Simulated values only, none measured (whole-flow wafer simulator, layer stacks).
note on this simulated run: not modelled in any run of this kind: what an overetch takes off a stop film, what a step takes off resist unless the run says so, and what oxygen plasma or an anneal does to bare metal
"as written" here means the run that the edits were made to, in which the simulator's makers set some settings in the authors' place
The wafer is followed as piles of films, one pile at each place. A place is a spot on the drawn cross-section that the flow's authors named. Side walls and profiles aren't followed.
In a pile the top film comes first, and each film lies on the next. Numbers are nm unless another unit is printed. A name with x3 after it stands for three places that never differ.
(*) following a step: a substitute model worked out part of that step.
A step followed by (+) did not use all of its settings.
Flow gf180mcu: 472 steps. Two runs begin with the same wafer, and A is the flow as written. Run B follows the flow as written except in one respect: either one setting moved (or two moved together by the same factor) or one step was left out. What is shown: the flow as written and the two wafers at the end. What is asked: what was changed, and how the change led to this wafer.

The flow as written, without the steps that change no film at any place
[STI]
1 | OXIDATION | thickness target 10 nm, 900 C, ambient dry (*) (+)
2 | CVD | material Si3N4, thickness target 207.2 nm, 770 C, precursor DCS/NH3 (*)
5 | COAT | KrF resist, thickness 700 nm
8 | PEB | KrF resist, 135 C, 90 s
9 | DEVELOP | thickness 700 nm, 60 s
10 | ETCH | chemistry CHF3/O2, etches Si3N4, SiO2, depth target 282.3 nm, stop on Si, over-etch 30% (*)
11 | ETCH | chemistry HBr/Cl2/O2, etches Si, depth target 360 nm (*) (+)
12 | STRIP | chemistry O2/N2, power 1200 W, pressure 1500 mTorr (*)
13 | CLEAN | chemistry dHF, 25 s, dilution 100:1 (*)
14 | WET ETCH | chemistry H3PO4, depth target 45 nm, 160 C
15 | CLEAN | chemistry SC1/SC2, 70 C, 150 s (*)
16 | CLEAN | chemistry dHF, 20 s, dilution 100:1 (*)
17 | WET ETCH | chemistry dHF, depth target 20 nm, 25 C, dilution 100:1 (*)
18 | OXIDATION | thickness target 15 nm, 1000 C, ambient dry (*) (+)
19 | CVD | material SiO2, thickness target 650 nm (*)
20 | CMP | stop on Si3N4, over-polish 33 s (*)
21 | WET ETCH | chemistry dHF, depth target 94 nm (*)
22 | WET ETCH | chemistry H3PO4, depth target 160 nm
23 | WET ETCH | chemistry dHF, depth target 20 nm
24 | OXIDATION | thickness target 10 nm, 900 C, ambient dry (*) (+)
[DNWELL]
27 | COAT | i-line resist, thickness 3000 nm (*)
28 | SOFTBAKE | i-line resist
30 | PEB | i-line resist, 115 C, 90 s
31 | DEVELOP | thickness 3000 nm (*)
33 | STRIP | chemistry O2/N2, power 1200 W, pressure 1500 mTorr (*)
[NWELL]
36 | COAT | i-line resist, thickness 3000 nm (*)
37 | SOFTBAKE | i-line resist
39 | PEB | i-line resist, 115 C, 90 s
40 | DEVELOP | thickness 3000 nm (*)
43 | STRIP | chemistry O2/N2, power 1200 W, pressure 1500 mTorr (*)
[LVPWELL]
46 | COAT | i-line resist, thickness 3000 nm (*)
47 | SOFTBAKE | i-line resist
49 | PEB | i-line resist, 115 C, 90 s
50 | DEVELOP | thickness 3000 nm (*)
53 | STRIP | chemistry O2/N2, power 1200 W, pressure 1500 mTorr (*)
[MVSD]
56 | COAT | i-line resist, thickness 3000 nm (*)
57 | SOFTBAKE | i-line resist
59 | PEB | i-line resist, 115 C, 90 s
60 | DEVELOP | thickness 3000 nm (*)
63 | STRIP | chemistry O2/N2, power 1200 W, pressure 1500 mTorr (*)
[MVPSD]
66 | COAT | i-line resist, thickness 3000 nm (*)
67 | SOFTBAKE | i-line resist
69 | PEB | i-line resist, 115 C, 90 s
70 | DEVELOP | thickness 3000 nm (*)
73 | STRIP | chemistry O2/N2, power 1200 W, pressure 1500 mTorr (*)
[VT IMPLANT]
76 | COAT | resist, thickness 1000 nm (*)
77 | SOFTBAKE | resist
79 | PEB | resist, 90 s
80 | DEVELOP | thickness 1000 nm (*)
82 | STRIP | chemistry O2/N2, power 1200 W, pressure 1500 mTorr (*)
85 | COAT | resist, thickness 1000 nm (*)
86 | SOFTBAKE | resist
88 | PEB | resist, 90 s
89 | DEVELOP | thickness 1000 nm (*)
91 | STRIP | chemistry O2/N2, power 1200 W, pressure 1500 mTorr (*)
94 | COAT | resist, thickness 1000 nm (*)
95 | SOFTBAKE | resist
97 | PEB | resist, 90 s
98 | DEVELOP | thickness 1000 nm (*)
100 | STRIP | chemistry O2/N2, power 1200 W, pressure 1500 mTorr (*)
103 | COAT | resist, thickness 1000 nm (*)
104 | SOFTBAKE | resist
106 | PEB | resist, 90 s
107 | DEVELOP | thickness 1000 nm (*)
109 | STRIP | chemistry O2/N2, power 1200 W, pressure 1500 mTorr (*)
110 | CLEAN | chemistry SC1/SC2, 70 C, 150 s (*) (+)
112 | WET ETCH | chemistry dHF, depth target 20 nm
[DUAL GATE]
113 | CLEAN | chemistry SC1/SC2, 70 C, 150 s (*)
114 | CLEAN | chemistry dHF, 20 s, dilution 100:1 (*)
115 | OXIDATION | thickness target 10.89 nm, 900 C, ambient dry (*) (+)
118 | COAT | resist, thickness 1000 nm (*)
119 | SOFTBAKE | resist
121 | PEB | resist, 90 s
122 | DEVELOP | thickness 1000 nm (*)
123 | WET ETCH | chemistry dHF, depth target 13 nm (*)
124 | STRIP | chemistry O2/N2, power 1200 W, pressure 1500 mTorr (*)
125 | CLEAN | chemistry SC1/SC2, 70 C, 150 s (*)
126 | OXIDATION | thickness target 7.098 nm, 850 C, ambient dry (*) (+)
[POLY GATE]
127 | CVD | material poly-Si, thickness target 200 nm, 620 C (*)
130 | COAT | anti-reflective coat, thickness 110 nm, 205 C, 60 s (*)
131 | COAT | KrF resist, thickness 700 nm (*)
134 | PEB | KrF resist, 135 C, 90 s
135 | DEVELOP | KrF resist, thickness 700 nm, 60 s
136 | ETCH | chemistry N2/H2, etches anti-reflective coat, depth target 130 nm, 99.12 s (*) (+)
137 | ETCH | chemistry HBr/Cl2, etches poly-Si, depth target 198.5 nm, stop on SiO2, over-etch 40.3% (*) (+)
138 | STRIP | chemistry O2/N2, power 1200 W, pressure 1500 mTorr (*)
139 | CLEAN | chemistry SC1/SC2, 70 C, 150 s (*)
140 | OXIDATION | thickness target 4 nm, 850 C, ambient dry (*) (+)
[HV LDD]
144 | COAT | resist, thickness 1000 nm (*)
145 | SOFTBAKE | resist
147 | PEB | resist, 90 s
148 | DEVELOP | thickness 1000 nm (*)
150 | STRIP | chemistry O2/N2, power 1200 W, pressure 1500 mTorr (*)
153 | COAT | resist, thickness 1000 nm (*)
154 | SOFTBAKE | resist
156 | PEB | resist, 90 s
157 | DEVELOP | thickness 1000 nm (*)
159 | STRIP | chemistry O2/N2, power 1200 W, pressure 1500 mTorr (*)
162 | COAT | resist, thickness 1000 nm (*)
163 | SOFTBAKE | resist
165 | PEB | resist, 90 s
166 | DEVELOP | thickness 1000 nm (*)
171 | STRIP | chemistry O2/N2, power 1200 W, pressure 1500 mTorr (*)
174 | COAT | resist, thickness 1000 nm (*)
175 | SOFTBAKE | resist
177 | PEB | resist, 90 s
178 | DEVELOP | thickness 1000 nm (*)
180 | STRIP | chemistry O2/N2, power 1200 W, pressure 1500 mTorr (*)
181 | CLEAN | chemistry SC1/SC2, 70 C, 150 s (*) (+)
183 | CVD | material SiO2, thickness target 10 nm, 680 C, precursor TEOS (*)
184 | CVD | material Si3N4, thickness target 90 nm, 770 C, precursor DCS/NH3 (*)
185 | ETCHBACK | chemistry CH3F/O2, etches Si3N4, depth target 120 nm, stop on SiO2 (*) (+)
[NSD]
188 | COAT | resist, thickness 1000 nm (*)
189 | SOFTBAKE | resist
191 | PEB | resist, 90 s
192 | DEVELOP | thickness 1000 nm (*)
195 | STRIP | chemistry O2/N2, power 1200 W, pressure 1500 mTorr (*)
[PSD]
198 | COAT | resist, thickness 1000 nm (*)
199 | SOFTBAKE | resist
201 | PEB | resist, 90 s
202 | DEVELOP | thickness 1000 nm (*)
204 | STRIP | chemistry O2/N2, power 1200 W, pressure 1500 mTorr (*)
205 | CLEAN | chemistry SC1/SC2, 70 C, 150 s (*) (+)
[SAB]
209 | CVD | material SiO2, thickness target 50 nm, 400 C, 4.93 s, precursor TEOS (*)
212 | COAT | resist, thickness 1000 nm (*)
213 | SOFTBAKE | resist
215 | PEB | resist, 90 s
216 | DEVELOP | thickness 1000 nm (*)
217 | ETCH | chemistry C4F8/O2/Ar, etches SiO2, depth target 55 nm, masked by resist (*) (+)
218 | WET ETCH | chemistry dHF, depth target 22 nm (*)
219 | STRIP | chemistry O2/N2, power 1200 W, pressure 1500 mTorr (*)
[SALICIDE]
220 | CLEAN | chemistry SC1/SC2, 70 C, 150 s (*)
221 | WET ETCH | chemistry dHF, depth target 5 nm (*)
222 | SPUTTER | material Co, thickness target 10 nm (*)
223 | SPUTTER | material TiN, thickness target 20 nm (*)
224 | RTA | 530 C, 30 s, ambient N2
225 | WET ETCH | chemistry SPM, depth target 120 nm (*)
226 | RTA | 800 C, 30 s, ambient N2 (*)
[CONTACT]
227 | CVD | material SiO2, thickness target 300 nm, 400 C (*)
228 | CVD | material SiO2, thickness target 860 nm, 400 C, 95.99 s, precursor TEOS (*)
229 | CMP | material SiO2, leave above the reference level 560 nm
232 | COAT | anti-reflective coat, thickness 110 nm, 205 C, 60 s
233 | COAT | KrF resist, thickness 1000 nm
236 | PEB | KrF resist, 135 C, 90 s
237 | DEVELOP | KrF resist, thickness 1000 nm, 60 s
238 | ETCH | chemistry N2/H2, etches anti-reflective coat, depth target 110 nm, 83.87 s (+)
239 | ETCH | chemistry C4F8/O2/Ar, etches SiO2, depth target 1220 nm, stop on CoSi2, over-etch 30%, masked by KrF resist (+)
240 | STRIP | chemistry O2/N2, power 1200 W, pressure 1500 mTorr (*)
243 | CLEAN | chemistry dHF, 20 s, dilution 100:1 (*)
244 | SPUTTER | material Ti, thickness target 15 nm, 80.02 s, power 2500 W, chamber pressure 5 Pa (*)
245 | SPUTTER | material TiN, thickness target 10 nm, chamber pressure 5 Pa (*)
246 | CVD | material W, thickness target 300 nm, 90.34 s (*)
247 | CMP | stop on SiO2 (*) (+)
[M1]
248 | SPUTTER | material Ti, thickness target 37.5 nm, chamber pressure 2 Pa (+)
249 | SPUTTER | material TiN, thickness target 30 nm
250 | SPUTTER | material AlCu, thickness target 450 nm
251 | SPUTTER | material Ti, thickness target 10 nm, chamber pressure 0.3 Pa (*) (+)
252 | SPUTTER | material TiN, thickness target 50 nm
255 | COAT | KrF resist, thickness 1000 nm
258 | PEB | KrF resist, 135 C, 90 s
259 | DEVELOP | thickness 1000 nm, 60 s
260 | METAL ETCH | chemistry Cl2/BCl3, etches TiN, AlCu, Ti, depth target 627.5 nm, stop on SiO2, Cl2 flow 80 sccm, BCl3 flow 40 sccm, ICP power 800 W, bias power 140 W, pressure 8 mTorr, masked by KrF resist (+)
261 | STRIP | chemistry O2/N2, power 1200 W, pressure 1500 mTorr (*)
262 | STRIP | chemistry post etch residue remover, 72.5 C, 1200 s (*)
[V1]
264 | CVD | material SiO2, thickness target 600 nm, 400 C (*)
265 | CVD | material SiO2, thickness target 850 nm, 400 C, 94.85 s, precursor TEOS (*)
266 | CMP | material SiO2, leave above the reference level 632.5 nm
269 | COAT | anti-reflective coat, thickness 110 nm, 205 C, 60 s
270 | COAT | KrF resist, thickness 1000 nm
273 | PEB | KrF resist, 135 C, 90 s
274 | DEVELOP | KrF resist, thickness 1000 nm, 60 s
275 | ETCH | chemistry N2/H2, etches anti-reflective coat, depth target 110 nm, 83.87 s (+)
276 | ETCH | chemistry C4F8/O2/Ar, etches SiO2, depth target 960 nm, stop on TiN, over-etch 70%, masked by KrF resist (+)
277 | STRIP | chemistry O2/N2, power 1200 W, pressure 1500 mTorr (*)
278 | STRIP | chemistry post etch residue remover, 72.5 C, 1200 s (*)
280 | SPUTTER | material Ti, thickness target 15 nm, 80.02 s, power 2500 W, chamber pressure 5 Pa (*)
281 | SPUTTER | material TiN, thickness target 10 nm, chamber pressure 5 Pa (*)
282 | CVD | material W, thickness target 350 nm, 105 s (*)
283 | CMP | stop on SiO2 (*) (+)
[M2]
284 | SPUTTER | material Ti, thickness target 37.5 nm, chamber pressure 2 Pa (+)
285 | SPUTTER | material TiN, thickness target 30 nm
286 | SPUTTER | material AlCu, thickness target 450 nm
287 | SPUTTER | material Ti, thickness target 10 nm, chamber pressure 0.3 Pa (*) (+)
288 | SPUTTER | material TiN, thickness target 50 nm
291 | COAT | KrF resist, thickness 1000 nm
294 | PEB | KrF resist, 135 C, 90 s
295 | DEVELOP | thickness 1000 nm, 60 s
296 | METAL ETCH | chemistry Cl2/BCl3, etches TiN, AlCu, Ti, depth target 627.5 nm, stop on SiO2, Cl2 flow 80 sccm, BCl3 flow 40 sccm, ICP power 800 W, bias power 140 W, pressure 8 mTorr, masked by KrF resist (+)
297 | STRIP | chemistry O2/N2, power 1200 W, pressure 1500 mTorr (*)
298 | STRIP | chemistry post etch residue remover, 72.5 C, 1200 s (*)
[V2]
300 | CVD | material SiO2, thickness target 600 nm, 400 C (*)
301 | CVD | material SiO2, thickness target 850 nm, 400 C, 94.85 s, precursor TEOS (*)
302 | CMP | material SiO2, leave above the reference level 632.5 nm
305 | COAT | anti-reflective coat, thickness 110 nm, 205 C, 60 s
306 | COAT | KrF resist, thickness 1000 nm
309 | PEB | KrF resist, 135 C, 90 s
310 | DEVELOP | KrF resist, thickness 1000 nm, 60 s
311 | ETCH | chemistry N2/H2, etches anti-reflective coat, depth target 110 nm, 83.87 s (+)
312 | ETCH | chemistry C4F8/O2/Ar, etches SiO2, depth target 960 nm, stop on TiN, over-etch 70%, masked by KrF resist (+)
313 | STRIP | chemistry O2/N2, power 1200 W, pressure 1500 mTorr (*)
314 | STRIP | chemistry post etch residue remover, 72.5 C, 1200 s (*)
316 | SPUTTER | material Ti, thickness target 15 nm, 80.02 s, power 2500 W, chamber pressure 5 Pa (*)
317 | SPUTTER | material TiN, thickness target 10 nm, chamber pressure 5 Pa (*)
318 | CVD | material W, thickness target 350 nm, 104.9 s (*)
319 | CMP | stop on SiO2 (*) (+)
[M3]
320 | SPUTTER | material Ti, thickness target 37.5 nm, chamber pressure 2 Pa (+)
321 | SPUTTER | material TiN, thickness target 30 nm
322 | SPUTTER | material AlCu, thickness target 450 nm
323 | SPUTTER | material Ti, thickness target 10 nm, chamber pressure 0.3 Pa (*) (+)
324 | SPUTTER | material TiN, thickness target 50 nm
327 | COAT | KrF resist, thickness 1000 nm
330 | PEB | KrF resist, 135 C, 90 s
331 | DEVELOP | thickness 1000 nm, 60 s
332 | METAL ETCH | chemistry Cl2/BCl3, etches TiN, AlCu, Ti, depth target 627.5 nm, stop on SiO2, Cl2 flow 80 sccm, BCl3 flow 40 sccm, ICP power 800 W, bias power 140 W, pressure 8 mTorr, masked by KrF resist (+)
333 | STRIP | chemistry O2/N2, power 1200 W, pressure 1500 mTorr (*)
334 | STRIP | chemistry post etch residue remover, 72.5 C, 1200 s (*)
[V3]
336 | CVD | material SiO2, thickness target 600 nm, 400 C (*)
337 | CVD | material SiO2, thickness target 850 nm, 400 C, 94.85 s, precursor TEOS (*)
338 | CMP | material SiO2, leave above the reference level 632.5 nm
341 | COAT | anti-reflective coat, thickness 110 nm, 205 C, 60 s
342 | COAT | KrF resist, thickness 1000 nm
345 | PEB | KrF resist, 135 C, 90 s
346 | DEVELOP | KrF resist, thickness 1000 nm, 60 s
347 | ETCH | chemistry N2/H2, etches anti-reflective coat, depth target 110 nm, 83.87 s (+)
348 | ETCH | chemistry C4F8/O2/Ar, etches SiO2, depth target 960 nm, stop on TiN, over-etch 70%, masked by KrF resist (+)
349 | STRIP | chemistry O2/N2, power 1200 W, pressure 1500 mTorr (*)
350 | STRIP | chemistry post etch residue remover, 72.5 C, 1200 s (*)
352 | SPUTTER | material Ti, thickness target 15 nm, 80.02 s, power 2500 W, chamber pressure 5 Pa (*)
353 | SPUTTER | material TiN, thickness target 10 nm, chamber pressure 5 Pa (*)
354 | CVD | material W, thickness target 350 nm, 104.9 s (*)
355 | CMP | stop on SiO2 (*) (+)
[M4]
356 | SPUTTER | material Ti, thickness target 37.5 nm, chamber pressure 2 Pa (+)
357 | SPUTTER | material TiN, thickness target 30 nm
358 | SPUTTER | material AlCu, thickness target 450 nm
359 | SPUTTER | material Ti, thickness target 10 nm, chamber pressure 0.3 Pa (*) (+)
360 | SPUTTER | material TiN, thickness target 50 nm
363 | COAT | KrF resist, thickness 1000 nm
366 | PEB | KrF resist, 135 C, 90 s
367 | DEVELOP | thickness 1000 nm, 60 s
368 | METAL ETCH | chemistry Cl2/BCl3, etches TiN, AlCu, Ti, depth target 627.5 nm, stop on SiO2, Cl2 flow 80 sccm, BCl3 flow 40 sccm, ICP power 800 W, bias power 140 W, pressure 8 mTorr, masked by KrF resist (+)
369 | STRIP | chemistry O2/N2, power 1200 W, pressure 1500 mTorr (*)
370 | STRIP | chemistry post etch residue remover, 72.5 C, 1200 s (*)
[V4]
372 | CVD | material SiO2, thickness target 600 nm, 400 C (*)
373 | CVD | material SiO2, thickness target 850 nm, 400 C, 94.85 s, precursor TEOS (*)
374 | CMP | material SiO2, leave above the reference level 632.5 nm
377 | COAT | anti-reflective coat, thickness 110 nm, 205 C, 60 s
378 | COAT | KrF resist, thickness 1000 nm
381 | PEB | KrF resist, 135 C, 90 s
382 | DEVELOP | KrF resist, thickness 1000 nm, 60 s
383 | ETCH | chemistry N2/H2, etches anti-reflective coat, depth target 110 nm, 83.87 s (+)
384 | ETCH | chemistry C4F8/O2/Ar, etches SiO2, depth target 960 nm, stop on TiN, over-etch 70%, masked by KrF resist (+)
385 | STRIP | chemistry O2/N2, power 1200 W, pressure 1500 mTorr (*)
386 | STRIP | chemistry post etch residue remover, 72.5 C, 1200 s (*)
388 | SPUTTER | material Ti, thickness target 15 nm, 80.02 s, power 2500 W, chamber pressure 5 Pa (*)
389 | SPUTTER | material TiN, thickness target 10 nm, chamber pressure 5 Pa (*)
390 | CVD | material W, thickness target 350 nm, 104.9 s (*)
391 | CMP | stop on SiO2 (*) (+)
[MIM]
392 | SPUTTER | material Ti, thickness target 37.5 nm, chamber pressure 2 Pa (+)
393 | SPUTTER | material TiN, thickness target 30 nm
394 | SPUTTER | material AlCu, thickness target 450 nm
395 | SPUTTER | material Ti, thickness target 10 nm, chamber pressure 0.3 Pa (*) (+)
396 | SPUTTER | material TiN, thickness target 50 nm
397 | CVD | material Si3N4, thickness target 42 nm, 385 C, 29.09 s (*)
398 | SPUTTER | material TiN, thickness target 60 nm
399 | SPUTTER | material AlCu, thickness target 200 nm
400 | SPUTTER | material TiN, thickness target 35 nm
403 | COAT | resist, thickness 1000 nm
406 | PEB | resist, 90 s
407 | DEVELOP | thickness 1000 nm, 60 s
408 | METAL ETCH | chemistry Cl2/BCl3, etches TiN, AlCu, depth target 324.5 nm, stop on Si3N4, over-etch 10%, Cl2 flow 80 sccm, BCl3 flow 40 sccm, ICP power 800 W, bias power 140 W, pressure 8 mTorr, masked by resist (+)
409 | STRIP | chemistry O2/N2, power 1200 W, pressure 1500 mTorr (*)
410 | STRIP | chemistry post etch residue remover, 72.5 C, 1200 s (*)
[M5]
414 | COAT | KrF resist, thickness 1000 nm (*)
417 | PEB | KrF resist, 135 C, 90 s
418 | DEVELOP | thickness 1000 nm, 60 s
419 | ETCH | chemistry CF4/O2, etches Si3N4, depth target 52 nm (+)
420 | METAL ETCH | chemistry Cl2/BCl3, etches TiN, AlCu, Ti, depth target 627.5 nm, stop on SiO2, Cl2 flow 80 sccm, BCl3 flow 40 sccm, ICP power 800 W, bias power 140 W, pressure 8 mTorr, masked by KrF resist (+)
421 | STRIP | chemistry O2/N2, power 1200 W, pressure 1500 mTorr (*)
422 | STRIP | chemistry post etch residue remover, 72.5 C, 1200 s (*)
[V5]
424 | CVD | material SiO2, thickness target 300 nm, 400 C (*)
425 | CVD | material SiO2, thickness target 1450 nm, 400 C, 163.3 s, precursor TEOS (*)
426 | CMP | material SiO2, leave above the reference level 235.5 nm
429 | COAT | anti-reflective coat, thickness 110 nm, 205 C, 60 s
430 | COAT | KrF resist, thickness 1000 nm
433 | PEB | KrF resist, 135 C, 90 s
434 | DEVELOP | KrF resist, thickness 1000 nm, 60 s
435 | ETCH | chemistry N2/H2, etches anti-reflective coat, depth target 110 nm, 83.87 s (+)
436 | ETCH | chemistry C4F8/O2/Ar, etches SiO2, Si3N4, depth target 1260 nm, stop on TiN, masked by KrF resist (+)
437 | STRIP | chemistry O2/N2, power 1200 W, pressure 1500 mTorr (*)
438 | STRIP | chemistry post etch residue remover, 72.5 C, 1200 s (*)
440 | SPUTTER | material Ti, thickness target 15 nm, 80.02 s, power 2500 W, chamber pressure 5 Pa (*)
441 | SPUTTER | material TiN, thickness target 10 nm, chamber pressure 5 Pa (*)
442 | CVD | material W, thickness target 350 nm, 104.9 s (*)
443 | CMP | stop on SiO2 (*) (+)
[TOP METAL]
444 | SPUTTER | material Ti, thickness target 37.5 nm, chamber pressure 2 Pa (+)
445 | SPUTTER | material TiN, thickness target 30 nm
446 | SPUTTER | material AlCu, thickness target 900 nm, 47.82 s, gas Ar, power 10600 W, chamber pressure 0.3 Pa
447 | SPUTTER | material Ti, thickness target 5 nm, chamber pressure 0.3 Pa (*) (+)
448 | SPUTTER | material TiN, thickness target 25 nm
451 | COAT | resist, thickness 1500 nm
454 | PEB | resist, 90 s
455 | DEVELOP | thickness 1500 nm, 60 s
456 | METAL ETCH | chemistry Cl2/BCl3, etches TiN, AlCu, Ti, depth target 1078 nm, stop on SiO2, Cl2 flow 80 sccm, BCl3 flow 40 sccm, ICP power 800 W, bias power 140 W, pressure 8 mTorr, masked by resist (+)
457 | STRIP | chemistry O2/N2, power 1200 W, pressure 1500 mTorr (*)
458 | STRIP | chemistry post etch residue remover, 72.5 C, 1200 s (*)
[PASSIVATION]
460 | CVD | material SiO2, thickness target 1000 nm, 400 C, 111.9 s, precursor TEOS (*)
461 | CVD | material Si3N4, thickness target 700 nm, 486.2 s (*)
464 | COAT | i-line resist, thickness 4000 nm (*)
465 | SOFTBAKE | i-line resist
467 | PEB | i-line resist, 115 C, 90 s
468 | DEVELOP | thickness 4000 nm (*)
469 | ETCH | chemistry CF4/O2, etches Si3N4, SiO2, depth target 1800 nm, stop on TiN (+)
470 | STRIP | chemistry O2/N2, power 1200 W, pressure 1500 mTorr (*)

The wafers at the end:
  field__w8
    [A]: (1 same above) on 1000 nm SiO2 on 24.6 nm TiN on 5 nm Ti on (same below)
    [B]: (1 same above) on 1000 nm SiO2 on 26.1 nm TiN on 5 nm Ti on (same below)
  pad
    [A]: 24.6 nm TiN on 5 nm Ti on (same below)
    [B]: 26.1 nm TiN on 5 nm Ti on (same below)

The reason: step 448, SPUTTER: thickness target 26.5 nm was run, though the flow has thickness target 25 nm.

The path from the change to this, step by step:
  448 | SPUTTER | material TiN, thickness target 25 nm
      field, field__w1, field__w2 and 109 more: A +25 TiN (new film) | B +26.5 TiN (new film)
  456 | METAL ETCH | chemistry Cl2/BCl3, etches TiN, AlCu, Ti, depth target 1078 nm, stop on SiO2, Cl2 flow 80 sccm, BCl3 flow 40 sccm, ICP power 800 W, bias power 140 W, pressure 8 mTorr, masked by resist (+)
      field, field__w1, field__w2 and 103 more: A -25 TiN (all of it), -5 Ti (all of it), -900 AlCu (all of it), -30 TiN (all of it), -37.5 Ti (all of it) | B -26.5 TiN (all of it), -5 Ti (all of it), -900 AlCu (all of it), -30 TiN (all of it), -37.5 Ti (all of it)
